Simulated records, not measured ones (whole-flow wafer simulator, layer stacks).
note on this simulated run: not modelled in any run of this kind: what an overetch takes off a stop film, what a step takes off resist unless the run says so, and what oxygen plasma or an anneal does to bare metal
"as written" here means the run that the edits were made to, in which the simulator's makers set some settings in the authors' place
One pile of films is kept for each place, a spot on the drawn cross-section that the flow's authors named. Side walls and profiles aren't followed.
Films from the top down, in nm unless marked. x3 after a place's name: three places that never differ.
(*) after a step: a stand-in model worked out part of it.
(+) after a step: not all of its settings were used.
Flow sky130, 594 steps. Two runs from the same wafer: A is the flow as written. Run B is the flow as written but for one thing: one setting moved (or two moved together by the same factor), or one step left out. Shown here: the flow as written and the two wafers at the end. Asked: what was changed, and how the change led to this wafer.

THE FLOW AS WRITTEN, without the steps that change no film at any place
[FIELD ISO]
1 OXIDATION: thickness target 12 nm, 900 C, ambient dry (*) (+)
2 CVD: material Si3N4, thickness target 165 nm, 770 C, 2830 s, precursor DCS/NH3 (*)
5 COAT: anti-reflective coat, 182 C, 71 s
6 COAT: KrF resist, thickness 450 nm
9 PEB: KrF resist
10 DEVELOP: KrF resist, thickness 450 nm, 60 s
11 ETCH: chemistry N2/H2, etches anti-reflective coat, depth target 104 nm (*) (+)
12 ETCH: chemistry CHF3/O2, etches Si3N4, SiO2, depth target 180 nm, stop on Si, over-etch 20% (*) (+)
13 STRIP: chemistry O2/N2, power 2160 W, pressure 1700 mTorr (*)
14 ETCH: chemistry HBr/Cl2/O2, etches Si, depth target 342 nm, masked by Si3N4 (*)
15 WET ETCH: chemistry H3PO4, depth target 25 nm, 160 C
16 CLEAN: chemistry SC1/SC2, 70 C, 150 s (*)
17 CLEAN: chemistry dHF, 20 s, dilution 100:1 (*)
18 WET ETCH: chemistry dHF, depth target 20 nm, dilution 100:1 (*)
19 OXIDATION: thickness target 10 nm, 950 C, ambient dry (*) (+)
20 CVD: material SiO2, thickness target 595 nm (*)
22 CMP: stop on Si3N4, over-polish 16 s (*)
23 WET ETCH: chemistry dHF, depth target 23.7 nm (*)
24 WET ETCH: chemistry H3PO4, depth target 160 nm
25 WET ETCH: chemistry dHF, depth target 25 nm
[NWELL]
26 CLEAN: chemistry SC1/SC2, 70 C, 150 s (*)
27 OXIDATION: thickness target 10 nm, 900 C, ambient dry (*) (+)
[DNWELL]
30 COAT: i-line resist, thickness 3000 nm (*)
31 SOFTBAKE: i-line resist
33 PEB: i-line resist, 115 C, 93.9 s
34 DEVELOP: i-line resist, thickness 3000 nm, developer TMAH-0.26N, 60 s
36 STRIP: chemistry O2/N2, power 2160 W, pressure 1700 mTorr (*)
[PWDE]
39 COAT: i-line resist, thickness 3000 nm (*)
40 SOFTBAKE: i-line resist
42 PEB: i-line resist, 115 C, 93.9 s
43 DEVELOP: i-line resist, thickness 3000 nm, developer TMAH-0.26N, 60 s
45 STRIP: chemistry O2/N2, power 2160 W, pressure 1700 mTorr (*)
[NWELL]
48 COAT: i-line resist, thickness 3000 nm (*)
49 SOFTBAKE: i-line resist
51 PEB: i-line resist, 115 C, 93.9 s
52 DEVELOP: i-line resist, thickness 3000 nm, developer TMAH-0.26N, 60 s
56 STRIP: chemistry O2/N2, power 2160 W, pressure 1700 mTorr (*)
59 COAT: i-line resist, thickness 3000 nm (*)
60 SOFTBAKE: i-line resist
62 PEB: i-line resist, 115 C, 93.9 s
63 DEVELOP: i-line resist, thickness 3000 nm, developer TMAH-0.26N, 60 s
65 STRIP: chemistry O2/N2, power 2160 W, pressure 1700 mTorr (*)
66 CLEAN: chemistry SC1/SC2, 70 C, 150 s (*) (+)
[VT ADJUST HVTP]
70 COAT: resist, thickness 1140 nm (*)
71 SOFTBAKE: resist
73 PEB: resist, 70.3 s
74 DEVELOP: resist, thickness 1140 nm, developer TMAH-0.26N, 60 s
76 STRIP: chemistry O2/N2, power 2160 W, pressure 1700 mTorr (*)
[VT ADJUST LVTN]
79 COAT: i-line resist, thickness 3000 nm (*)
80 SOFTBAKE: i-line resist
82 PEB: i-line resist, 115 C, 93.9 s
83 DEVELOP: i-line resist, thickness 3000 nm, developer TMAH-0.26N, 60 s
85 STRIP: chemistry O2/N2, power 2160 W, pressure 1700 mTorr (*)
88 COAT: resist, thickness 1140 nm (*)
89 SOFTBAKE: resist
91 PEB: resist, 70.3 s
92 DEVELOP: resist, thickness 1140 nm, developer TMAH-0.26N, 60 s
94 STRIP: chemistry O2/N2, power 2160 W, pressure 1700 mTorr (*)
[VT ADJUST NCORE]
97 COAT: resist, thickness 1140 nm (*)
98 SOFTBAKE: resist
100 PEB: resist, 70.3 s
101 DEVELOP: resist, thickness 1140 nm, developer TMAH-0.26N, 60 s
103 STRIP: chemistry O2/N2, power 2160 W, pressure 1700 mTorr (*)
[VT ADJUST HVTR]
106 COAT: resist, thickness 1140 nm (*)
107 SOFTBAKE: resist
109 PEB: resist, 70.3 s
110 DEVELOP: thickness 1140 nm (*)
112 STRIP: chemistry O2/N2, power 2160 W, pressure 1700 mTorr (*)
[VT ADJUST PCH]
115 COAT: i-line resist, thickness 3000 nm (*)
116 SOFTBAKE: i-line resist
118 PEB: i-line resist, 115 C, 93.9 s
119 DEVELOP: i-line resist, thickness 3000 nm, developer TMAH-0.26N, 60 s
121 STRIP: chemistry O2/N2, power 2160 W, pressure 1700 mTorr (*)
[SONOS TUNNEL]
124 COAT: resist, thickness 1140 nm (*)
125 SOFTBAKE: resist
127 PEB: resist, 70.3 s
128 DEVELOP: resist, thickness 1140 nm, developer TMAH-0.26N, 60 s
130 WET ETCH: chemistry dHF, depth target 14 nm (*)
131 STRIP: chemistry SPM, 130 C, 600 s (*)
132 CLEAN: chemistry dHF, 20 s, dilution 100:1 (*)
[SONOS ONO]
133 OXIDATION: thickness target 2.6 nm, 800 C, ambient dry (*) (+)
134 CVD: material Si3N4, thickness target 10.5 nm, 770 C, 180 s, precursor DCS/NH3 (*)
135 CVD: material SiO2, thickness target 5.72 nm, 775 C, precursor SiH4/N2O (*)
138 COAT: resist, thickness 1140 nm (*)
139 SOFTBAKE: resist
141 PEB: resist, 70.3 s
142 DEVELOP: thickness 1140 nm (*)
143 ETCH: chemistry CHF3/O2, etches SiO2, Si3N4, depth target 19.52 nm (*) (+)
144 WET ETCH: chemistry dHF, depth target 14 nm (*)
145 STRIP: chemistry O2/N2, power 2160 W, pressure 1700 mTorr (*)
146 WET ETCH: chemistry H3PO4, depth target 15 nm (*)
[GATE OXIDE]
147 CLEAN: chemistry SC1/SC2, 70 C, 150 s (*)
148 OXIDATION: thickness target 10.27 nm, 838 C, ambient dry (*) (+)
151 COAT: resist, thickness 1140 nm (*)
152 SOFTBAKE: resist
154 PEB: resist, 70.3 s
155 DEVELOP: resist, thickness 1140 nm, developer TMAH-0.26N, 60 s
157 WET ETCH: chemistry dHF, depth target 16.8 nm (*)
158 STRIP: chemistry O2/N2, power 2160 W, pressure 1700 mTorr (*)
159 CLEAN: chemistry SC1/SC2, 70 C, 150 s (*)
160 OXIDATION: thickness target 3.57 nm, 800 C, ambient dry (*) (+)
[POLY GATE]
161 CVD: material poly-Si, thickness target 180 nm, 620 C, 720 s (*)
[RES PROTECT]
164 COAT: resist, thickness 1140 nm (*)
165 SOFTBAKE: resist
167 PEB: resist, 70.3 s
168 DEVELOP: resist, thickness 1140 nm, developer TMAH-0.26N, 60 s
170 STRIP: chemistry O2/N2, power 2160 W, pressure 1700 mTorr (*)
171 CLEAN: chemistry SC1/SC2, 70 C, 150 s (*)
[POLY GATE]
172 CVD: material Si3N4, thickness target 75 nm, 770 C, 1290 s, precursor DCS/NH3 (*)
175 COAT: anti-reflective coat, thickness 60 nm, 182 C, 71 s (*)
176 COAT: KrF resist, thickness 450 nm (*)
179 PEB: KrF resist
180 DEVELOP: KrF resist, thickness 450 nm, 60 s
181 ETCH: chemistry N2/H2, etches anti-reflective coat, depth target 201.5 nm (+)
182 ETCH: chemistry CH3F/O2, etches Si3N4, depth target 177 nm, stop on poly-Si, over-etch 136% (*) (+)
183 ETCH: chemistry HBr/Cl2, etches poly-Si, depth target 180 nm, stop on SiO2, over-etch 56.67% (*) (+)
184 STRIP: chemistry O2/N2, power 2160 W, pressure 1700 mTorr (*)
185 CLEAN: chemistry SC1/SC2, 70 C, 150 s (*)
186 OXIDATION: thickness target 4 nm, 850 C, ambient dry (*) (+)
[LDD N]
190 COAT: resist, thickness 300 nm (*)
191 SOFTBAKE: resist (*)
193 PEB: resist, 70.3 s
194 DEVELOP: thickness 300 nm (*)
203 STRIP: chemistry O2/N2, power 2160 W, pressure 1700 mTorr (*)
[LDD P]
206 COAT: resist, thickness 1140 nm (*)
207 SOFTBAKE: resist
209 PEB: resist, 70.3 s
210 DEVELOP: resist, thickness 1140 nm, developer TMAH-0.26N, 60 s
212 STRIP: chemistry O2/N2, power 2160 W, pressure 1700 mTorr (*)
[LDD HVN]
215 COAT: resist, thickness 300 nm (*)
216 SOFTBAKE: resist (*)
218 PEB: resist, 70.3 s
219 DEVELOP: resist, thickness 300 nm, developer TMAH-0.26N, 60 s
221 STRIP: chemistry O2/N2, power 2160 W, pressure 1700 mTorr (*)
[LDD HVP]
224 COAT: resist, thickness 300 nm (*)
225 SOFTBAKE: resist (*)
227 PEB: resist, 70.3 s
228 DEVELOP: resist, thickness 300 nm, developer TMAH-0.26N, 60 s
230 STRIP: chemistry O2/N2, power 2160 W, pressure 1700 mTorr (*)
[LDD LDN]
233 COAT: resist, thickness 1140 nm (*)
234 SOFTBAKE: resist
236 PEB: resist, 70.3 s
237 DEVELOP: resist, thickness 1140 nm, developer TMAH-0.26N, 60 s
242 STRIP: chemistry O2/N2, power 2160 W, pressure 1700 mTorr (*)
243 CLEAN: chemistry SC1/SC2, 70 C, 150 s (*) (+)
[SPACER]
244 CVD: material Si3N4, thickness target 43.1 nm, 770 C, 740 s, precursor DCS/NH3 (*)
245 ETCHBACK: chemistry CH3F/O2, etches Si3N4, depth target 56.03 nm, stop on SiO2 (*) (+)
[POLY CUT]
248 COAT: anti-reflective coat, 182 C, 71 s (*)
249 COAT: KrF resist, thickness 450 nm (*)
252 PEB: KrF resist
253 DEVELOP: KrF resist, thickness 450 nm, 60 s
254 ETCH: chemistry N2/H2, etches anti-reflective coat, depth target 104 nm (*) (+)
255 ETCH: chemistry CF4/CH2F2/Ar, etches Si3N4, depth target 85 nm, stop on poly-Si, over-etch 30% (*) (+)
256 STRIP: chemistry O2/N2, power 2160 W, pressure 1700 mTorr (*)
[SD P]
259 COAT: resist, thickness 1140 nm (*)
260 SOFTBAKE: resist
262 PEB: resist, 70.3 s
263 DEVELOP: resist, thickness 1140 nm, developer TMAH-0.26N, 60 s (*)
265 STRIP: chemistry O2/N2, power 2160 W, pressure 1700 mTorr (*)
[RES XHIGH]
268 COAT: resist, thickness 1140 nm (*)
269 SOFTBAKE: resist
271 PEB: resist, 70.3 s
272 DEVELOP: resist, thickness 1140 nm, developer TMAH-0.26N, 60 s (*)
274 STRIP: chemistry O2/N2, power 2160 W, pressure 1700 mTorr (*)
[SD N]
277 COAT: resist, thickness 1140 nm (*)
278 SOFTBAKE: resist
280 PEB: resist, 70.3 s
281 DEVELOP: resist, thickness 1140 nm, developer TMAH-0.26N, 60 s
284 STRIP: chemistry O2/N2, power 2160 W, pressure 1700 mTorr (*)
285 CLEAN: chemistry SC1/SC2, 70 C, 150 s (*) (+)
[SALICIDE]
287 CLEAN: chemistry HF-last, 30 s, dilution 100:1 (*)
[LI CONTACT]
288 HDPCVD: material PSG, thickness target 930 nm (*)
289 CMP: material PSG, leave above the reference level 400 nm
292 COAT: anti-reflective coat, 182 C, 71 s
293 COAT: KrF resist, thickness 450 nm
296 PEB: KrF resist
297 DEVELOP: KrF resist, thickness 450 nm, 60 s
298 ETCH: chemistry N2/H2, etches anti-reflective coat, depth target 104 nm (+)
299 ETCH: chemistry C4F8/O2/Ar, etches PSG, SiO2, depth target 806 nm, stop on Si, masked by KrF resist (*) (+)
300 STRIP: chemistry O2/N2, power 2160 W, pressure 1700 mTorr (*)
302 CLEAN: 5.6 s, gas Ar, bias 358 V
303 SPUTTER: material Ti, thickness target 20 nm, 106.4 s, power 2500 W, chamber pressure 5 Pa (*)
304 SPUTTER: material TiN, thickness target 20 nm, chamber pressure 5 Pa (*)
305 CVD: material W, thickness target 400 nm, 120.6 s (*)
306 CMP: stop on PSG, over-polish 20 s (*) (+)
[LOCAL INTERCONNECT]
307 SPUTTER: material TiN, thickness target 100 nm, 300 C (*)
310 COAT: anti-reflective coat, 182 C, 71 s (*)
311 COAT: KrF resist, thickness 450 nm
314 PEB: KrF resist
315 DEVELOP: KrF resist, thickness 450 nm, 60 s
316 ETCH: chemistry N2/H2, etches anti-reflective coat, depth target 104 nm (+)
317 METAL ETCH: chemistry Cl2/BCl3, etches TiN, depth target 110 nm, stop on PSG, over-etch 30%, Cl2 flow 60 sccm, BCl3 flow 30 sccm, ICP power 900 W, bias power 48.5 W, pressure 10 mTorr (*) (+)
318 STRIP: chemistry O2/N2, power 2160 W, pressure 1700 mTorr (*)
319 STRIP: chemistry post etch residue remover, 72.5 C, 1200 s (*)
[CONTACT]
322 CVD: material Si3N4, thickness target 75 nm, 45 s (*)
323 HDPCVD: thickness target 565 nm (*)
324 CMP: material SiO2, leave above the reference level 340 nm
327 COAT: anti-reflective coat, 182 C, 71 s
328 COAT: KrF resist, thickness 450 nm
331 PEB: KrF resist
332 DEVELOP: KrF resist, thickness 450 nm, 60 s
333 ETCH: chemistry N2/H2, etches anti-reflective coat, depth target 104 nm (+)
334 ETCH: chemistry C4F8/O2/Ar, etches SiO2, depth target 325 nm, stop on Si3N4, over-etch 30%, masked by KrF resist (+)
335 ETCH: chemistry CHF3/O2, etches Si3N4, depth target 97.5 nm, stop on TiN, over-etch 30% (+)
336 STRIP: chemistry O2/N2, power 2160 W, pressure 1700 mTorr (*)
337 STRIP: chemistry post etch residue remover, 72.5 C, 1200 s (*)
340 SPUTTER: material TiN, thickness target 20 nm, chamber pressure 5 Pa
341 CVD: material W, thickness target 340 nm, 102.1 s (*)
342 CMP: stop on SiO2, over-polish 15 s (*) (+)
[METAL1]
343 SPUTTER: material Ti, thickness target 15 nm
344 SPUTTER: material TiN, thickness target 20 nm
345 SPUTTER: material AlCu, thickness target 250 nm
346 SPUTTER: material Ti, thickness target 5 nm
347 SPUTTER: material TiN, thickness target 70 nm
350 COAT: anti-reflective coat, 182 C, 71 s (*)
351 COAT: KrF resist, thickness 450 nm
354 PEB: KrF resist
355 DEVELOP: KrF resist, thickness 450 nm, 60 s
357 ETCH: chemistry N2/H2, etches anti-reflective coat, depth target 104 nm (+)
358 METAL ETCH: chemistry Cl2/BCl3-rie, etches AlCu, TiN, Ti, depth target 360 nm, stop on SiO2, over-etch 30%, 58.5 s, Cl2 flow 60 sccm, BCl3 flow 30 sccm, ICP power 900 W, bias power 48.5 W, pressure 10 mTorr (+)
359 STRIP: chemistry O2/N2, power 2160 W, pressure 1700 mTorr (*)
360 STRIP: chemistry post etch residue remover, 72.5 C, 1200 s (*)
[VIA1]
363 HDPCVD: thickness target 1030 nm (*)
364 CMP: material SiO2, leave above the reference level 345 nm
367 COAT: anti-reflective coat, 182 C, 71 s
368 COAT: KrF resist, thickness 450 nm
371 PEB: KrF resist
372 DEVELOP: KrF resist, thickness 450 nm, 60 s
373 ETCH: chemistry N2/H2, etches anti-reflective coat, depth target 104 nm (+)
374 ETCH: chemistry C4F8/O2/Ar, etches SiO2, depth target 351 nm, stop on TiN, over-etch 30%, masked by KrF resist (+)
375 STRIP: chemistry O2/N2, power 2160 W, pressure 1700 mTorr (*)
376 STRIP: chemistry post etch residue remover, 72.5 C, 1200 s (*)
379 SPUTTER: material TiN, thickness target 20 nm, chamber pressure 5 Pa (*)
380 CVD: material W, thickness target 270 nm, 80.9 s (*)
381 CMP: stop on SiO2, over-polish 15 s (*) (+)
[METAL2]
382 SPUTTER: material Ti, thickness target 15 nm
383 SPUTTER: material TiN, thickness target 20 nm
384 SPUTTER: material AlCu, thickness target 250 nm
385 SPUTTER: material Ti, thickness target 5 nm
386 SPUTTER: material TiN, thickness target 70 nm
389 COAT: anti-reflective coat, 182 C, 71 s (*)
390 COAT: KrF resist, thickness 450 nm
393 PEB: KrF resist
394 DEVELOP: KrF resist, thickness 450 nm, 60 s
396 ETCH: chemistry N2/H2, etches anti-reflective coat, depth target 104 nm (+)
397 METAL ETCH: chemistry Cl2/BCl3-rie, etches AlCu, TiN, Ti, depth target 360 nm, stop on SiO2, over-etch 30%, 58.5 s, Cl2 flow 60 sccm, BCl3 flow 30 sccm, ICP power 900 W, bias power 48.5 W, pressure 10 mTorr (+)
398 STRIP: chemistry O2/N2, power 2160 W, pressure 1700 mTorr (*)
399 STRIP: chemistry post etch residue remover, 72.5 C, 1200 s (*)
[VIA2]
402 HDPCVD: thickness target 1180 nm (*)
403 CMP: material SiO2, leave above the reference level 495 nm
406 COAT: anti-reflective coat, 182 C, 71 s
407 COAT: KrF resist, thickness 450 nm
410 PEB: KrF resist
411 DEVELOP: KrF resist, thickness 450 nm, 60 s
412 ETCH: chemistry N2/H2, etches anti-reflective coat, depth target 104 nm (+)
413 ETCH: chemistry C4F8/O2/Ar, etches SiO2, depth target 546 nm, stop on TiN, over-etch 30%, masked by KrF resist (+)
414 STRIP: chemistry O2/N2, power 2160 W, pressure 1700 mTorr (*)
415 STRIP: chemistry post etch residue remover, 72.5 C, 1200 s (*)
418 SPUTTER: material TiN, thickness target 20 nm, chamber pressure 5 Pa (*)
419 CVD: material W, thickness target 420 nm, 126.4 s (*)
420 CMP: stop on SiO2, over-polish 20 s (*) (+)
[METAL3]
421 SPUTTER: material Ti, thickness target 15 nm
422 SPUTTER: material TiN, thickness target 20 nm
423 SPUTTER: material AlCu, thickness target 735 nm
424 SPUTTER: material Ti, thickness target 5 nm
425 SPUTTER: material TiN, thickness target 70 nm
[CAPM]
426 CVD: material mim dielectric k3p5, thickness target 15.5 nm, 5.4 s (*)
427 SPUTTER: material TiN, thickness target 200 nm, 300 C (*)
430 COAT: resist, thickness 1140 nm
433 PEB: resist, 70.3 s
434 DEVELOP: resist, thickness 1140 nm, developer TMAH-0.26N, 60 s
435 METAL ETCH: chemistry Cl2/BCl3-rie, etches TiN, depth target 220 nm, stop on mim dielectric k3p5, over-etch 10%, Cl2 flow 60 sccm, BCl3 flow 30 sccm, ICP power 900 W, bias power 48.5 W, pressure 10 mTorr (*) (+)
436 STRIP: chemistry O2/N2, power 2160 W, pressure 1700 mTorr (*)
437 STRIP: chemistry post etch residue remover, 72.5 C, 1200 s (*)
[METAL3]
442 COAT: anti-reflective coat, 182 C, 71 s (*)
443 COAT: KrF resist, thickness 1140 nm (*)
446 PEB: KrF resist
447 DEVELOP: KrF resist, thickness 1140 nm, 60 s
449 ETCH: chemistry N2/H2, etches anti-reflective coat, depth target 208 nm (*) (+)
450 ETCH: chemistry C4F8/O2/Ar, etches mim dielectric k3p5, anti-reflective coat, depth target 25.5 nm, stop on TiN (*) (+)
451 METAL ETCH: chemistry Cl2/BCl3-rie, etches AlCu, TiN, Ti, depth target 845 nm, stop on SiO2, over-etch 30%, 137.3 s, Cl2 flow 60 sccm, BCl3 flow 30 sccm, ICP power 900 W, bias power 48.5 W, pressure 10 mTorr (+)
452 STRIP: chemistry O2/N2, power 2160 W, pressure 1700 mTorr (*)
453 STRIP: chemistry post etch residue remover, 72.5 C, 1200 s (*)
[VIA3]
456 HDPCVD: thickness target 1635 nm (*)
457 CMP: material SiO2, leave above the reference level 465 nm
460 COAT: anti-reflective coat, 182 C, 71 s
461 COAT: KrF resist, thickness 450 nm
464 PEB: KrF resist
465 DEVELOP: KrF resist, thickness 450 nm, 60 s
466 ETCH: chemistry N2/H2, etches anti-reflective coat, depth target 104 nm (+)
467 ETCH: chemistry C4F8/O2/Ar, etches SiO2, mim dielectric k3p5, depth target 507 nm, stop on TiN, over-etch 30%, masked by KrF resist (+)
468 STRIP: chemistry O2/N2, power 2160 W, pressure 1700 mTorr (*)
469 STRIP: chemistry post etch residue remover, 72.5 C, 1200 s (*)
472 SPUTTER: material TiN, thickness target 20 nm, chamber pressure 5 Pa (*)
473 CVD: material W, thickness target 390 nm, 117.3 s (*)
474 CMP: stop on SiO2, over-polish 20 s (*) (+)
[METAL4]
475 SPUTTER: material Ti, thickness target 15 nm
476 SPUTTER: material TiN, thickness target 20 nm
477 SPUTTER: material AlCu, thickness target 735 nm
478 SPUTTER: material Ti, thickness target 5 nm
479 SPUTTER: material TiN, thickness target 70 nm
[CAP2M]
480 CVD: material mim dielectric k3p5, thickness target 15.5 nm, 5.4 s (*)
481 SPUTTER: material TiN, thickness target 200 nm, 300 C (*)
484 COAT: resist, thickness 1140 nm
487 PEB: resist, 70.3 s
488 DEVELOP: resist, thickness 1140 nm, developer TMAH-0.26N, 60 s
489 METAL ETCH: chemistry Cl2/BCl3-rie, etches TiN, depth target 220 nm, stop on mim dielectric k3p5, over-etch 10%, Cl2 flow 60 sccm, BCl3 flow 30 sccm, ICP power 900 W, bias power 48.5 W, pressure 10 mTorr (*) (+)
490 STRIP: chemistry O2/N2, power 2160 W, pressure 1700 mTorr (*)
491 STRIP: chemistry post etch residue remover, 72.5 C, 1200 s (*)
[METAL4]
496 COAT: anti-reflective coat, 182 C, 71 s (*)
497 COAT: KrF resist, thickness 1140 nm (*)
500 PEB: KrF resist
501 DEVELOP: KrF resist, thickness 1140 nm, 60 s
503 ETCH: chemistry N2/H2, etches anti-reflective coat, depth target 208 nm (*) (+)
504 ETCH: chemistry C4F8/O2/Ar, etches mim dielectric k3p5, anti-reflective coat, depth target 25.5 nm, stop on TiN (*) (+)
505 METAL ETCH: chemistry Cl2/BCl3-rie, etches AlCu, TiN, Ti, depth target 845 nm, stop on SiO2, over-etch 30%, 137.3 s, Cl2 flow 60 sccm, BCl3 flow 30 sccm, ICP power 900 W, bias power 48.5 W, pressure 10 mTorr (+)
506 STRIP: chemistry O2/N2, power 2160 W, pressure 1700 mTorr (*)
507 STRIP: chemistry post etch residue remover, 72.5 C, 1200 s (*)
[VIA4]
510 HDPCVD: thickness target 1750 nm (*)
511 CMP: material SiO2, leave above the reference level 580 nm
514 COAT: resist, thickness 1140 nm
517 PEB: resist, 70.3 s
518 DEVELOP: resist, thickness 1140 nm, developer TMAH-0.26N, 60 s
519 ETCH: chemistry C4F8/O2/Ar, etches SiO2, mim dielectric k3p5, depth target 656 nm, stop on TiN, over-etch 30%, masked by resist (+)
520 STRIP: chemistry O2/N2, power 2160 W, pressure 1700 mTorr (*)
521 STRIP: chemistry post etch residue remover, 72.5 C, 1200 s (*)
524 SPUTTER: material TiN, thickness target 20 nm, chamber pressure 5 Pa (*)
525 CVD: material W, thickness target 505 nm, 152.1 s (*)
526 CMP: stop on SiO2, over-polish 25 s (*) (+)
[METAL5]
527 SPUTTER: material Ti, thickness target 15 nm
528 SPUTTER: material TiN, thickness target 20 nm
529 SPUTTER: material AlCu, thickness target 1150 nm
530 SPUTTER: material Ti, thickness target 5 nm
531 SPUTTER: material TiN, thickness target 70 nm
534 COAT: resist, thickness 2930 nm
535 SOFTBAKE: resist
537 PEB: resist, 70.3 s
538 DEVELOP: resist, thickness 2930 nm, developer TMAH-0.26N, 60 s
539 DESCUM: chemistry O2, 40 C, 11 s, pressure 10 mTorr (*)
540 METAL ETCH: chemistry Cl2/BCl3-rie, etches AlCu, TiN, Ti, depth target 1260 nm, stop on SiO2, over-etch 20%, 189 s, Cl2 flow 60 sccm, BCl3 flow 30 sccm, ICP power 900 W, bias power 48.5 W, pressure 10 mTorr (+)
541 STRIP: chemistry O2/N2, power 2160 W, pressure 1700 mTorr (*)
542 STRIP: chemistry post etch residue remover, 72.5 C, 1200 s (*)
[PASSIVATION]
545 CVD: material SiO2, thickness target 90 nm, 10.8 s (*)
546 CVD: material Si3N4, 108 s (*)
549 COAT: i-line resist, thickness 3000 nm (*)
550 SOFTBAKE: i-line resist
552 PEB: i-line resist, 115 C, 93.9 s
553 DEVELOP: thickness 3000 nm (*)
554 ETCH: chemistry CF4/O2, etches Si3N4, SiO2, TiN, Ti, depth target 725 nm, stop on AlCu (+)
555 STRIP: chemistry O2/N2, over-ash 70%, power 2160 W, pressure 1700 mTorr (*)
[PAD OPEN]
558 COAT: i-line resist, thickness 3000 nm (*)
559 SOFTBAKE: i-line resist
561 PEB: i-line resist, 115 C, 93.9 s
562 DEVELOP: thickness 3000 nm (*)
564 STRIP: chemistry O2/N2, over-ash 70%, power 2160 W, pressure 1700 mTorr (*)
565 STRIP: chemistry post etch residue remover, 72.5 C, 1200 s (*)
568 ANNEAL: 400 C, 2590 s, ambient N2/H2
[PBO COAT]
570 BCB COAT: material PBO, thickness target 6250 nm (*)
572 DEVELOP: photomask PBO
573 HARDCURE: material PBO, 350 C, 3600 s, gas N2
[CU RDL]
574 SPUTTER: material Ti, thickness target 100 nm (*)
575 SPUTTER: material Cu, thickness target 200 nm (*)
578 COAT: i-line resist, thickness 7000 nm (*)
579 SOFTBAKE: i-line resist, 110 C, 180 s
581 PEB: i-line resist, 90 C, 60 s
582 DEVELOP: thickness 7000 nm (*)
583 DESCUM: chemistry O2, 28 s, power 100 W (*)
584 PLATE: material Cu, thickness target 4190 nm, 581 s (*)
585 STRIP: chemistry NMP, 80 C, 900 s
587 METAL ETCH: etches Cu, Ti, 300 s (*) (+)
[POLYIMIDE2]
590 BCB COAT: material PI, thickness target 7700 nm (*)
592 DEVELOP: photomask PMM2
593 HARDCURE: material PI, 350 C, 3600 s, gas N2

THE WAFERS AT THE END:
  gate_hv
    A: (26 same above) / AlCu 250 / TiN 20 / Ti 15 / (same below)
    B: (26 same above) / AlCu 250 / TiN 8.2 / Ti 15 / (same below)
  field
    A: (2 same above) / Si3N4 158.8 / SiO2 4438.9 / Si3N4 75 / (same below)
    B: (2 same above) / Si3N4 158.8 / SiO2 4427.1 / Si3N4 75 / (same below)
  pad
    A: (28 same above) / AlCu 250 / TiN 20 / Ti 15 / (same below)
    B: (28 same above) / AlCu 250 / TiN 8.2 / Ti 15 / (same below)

The cause: step 344, SPUTTER: thickness target 8.2 nm was run, where the flow has thickness target 20 nm.
It can be read off the wafer: gate_hv has TiN 8.2, and step 344 as written asks for 20 nm.

How the change led to this, step by step:
  344 SPUTTER: material TiN, thickness target 20 nm
      field, active, n_well and 188 more: A TiN +20 (new film) | B TiN +8.2 (new film)
  358 METAL ETCH: chemistry Cl2/BCl3-rie, etches AlCu, TiN, Ti, depth target 360 nm, stop on SiO2, over-etch 30%, 58.5 s, Cl2 flow 60 sccm, BCl3 flow 30 sccm, ICP power 900 W, bias power 48.5 W, pressure 10 mTorr (+)
      field, active, gate and 81 more: A TiN -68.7 (all of it), Ti -5 (all of it), AlCu -250 (all of it), TiN -20 (all of it), Ti -15 (all of it), SiO2 -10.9 | B TiN -68.7 (all of it), Ti -5 (all of it), AlCu -250 (all of it), TiN -8.2 (all of it), Ti -15 (all of it), SiO2 -12.1
  364 CMP: material SiO2, leave above the reference level 345 nm
      field, active, gate and 81 more: A SiO2 -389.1 | B SiO2 -399.7
